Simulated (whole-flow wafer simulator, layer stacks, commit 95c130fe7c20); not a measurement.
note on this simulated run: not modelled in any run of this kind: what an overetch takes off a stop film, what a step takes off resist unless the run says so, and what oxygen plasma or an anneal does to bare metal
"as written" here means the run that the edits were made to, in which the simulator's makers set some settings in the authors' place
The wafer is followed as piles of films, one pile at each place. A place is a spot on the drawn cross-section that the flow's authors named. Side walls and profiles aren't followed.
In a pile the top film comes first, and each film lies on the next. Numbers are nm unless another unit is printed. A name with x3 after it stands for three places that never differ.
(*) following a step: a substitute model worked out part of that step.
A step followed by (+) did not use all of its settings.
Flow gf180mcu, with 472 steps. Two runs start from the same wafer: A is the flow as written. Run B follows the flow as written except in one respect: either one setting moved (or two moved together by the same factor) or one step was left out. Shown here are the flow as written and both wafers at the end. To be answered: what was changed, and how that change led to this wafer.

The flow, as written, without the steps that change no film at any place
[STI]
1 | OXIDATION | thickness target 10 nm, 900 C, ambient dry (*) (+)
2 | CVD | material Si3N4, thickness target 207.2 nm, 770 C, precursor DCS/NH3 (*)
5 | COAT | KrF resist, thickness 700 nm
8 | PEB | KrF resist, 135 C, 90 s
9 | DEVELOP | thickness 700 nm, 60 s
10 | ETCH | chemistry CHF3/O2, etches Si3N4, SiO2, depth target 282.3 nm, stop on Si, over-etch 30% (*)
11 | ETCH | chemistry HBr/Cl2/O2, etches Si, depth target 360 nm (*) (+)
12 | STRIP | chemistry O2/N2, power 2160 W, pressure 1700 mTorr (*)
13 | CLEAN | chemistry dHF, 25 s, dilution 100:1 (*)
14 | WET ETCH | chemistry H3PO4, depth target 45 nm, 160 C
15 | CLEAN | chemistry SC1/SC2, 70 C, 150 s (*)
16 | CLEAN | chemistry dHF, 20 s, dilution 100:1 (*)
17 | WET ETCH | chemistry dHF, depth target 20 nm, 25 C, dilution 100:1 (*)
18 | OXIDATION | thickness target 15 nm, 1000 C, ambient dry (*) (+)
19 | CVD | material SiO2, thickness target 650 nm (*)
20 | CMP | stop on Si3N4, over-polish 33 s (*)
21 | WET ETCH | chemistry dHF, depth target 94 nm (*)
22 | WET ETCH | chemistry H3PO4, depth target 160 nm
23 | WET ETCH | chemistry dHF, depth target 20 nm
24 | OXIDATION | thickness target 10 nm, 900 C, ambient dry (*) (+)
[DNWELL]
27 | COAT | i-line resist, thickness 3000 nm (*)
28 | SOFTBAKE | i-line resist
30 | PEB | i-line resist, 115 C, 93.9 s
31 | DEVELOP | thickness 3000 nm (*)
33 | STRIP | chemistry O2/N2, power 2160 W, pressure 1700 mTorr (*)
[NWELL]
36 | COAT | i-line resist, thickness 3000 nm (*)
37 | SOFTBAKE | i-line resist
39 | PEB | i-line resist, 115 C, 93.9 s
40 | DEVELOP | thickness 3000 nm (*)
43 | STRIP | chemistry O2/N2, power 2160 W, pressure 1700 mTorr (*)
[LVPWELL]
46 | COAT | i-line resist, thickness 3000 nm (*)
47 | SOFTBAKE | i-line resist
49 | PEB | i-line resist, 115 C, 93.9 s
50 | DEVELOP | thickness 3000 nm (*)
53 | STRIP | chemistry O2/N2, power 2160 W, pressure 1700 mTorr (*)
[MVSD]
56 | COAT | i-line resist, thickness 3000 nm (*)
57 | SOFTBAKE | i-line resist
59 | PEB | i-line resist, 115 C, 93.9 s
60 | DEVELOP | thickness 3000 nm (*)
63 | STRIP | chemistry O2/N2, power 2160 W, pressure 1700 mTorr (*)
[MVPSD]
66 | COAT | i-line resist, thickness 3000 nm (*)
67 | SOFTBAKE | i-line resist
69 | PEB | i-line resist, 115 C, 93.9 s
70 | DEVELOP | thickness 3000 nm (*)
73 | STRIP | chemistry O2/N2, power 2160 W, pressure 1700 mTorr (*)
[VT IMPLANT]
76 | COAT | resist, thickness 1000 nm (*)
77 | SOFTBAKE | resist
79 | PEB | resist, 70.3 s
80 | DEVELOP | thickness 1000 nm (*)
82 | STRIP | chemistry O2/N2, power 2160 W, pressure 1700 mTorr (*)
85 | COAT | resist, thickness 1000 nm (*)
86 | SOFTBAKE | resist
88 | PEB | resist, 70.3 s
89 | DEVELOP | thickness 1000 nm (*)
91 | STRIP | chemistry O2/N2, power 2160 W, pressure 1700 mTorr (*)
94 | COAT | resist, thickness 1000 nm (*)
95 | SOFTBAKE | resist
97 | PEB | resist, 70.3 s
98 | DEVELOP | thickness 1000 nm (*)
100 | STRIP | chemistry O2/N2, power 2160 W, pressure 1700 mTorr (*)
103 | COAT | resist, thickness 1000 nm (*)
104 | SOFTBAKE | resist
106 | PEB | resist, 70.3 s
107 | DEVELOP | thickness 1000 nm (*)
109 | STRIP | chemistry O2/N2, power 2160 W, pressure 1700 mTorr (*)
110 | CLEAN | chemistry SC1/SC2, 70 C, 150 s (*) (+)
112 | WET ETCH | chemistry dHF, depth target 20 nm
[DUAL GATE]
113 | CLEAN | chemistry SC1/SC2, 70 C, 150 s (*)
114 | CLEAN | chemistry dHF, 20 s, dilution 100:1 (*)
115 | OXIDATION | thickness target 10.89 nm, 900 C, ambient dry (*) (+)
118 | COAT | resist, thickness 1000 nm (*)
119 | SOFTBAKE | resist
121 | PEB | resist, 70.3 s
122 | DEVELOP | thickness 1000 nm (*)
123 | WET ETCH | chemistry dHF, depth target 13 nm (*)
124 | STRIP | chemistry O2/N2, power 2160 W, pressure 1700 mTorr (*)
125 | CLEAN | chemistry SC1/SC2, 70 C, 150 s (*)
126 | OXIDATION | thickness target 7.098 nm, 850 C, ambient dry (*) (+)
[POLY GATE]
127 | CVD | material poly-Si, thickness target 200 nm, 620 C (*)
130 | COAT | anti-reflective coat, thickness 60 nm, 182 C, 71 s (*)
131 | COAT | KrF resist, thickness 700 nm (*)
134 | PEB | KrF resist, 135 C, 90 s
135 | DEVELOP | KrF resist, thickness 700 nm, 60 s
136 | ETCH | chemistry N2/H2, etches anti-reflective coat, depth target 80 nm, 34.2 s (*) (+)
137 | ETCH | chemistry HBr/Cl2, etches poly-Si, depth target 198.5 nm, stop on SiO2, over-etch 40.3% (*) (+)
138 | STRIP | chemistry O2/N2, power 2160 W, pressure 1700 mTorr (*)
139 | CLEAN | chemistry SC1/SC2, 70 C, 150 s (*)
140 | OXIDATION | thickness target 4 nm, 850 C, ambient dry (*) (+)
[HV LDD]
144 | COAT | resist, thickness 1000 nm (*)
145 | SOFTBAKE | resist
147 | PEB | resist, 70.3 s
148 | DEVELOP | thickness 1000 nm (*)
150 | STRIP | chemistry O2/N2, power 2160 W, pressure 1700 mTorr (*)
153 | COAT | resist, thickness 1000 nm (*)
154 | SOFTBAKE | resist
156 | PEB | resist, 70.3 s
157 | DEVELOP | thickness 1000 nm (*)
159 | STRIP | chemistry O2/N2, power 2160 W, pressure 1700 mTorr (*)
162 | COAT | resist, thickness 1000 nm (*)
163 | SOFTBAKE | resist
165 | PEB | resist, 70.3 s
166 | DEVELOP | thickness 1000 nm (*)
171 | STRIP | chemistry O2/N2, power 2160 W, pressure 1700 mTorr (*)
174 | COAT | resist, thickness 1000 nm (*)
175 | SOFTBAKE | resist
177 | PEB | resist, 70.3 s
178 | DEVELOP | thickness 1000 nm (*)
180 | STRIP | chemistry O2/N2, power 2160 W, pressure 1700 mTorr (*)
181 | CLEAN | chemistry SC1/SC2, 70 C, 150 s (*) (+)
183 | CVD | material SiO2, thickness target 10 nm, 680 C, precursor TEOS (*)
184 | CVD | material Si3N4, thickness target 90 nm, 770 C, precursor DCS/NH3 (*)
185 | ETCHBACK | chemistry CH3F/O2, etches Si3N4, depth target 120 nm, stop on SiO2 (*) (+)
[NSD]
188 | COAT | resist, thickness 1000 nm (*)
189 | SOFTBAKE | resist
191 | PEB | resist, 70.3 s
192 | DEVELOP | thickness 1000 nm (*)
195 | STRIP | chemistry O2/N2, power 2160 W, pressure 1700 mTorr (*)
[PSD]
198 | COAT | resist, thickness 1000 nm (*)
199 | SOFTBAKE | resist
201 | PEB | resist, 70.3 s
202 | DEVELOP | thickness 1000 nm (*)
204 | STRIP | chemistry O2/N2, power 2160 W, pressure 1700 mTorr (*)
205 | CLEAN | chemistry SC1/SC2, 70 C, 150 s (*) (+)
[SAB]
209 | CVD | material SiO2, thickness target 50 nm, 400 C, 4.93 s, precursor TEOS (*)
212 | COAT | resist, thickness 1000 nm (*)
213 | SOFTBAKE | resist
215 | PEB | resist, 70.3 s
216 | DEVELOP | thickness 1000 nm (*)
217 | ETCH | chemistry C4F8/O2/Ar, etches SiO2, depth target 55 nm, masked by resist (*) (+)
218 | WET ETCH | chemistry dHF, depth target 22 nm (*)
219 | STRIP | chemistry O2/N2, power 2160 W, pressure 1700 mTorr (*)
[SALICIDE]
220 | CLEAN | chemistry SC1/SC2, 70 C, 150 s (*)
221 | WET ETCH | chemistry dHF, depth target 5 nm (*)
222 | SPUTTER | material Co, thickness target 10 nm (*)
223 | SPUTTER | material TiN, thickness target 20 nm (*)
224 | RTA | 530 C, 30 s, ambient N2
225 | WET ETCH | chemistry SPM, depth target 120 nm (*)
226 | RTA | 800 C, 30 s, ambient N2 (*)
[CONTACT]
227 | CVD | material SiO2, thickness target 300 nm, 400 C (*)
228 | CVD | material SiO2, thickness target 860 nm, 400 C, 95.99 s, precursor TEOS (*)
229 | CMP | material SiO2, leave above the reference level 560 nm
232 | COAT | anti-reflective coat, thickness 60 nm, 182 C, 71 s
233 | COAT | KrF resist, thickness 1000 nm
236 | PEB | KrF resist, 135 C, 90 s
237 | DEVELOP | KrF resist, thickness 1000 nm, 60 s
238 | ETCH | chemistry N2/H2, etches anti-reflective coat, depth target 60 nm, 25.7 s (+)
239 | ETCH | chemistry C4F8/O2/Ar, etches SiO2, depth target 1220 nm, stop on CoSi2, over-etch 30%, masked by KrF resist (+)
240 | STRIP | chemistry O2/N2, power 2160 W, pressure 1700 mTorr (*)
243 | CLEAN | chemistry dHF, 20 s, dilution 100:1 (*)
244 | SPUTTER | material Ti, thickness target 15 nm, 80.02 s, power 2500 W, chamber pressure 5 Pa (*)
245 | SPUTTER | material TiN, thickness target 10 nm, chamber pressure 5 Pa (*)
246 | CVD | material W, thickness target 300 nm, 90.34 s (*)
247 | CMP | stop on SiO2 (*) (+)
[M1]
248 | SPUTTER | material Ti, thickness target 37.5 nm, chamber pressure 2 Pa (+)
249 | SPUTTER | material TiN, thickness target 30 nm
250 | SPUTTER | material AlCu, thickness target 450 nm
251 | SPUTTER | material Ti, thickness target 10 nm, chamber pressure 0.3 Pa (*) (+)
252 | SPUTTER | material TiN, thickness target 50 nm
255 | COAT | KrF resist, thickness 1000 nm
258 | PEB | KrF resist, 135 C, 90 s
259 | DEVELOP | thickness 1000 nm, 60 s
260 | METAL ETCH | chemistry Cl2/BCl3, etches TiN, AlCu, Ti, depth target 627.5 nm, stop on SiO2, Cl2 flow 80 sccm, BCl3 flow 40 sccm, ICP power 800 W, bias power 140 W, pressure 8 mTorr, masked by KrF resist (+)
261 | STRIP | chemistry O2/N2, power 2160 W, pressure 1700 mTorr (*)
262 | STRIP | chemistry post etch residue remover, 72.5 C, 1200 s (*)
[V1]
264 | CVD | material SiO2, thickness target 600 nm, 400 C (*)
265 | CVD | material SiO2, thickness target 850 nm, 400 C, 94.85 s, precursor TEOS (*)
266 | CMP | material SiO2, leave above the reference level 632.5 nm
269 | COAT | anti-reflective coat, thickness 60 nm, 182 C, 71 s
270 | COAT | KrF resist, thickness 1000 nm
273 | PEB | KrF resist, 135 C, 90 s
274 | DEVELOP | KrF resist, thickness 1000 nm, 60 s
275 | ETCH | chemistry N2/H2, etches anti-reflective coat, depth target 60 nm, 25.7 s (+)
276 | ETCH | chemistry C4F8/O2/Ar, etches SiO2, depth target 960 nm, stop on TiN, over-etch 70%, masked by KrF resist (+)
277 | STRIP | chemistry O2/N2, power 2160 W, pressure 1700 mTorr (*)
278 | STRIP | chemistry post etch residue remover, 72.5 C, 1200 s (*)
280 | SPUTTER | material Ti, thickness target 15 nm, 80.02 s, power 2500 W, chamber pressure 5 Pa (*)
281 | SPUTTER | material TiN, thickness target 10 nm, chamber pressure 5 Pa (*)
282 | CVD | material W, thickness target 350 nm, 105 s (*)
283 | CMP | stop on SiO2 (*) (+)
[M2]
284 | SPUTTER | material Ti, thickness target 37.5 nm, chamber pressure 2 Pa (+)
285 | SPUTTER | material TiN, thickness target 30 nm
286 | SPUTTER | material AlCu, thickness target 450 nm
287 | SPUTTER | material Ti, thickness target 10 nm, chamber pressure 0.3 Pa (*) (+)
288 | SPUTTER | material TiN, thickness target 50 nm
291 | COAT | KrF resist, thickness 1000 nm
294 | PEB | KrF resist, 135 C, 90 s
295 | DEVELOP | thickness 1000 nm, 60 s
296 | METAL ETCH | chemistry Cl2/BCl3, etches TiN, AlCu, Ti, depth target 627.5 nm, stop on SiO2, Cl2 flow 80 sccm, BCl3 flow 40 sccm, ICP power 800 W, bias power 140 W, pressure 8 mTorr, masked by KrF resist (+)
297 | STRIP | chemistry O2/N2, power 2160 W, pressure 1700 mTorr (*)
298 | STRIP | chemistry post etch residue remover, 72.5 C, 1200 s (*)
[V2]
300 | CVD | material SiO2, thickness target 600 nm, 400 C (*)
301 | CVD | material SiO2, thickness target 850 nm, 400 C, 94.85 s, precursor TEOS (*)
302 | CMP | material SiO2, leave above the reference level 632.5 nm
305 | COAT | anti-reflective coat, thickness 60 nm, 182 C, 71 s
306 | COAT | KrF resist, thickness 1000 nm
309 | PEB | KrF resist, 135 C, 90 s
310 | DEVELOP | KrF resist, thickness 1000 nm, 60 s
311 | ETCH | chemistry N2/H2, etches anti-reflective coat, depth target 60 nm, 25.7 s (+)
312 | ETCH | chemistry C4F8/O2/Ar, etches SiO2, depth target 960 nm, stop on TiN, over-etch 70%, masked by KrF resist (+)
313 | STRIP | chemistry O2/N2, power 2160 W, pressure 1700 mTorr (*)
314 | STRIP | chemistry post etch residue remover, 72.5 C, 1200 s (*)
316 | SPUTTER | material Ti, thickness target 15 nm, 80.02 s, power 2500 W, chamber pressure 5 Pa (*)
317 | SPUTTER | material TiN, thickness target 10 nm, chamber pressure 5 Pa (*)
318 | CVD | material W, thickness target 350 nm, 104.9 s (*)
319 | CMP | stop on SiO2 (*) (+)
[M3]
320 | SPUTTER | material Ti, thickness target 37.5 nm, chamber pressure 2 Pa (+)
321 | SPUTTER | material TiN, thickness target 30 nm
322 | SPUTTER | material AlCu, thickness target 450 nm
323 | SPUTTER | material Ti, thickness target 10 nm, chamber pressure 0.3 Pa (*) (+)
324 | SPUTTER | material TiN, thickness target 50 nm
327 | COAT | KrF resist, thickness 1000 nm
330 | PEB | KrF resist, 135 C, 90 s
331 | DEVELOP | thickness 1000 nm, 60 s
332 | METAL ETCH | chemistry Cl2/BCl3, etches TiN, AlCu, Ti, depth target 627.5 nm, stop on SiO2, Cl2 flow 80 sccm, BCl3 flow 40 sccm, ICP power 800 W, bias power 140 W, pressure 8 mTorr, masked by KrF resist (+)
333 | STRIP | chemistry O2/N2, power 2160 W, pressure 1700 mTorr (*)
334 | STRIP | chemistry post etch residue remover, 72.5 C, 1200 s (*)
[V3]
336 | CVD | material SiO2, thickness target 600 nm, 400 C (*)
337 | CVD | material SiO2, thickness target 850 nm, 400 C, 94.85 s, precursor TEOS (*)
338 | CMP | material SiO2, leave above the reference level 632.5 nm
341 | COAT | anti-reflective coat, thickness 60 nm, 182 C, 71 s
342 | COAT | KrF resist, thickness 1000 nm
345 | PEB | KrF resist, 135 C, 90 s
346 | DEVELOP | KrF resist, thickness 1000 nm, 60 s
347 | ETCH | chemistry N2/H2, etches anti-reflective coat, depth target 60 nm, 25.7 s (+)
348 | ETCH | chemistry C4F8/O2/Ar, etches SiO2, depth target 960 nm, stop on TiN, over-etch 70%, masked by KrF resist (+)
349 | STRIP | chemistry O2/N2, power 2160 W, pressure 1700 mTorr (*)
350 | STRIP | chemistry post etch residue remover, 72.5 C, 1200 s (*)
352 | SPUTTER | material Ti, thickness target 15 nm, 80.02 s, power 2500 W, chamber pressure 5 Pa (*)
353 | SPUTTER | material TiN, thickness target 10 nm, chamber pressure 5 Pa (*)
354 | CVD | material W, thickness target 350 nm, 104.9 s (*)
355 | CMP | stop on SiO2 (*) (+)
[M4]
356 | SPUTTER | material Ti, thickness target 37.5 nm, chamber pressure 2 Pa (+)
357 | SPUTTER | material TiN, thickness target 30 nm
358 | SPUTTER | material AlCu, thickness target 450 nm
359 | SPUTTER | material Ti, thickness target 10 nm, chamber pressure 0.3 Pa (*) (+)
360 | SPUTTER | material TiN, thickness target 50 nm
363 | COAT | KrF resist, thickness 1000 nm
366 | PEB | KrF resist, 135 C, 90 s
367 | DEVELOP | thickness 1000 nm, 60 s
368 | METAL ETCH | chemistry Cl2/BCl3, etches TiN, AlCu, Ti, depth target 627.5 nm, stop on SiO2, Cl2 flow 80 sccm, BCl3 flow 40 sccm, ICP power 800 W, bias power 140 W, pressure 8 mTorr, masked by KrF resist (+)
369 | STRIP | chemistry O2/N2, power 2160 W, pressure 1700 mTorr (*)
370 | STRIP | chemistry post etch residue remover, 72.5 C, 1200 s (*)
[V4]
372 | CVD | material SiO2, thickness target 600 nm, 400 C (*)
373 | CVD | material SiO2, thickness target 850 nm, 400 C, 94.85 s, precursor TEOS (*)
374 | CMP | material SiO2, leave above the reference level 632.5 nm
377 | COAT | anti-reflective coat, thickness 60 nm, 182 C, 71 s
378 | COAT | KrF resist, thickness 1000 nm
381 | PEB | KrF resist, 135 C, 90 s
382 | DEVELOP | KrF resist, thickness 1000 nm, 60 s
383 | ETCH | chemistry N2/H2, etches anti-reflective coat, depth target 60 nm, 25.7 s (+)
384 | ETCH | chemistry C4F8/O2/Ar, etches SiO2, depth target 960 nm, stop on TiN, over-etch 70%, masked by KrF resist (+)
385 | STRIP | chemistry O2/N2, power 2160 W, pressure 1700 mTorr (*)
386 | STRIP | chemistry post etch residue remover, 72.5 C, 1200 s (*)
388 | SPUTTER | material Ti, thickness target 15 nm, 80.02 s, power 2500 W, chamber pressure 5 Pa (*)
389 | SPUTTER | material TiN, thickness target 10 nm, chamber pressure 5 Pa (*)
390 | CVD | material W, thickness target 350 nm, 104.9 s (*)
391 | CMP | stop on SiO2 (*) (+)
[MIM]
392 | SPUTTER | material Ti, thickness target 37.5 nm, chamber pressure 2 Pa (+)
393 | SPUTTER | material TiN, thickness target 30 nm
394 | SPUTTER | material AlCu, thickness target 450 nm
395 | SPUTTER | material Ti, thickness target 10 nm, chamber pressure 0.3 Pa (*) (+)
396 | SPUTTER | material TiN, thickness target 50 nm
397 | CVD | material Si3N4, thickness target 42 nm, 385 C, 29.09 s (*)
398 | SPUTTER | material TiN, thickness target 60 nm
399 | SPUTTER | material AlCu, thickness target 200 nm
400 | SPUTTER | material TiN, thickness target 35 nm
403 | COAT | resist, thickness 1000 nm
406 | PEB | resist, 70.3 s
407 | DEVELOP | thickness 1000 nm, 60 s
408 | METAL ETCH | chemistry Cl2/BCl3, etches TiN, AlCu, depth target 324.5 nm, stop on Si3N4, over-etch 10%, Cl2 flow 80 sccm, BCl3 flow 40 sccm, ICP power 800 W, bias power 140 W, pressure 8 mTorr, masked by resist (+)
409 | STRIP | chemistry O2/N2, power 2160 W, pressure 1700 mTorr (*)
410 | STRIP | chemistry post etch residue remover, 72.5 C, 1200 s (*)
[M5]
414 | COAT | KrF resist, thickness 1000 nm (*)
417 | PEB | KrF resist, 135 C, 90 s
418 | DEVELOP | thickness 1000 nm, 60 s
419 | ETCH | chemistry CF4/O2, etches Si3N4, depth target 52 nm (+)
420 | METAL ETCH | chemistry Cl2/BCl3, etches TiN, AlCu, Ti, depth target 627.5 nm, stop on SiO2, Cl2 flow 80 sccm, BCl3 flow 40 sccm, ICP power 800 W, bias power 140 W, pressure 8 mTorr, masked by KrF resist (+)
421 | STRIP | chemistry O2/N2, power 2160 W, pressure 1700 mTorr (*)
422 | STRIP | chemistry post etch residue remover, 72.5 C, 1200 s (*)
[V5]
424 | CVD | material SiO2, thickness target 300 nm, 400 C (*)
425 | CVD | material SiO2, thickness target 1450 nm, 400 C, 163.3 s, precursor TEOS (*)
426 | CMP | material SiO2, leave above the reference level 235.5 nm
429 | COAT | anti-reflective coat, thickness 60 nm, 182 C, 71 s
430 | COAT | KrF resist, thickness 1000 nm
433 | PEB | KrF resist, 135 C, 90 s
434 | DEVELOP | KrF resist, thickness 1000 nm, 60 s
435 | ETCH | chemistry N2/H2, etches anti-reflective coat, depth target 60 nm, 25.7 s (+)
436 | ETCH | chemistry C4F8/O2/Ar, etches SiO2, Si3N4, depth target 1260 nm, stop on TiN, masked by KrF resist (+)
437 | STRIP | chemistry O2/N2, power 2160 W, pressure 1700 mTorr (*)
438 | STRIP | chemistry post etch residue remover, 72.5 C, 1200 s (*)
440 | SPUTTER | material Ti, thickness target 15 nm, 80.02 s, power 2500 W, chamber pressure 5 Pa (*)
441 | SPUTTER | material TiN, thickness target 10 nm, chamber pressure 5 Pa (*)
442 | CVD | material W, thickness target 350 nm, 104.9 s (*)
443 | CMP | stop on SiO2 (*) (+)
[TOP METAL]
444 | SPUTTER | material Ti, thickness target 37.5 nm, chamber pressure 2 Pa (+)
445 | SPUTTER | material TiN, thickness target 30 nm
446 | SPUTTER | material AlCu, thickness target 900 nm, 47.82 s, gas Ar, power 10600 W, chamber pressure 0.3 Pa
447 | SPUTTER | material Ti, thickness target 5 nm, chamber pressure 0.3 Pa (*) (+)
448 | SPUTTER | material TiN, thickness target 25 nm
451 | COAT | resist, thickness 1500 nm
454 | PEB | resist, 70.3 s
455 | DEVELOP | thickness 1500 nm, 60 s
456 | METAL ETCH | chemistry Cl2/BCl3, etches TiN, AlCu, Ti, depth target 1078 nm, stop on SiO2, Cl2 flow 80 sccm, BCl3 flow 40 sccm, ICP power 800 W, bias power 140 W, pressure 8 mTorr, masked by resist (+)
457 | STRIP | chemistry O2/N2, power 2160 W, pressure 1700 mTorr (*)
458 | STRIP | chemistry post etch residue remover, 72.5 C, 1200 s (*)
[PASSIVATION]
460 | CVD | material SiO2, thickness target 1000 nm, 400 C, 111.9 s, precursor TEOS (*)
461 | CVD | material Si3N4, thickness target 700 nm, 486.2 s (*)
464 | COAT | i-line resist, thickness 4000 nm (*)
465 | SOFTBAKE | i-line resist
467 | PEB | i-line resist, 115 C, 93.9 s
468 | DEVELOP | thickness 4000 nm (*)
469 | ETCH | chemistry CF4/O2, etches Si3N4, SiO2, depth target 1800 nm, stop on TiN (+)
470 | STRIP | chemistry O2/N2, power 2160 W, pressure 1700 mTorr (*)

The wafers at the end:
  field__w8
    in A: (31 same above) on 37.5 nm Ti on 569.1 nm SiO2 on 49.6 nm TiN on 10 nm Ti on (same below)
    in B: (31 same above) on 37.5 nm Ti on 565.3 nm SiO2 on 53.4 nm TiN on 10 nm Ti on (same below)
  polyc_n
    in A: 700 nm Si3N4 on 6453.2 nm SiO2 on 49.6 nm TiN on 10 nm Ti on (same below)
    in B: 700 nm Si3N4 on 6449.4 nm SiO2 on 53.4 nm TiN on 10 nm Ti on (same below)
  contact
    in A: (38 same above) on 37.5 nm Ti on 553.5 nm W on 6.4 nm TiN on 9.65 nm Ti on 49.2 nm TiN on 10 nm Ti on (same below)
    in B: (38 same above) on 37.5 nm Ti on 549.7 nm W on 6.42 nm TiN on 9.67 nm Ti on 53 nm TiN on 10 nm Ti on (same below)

Cause: step 252, SPUTTER: thickness target 53.8 nm was run, whereas the flow has thickness target 50 nm.

How this came from the change, step by step:
  252 | SPUTTER | material TiN, thickness target 50 nm
      field, field__w1, field__w2 and 108 more: A +50 TiN (new film) | B +53.8 TiN (new film)
  260 | METAL ETCH | chemistry Cl2/BCl3, etches TiN, AlCu, Ti, depth target 627.5 nm, stop on SiO2, Cl2 flow 80 sccm, BCl3 flow 40 sccm, ICP power 800 W, bias power 140 W, pressure 8 mTorr, masked by KrF resist (+)
      field, field__w1, field__w2 and 99 more: A -50 TiN (all of it), -10 Ti (all of it), -450 AlCu (all of it), -30 TiN (all of it), -37.5 Ti (all of it) | B -53.8 TiN (all of it), -10 Ti (all of it), -450 AlCu (all of it), -30 TiN (all of it), -37.5 Ti (all of it)
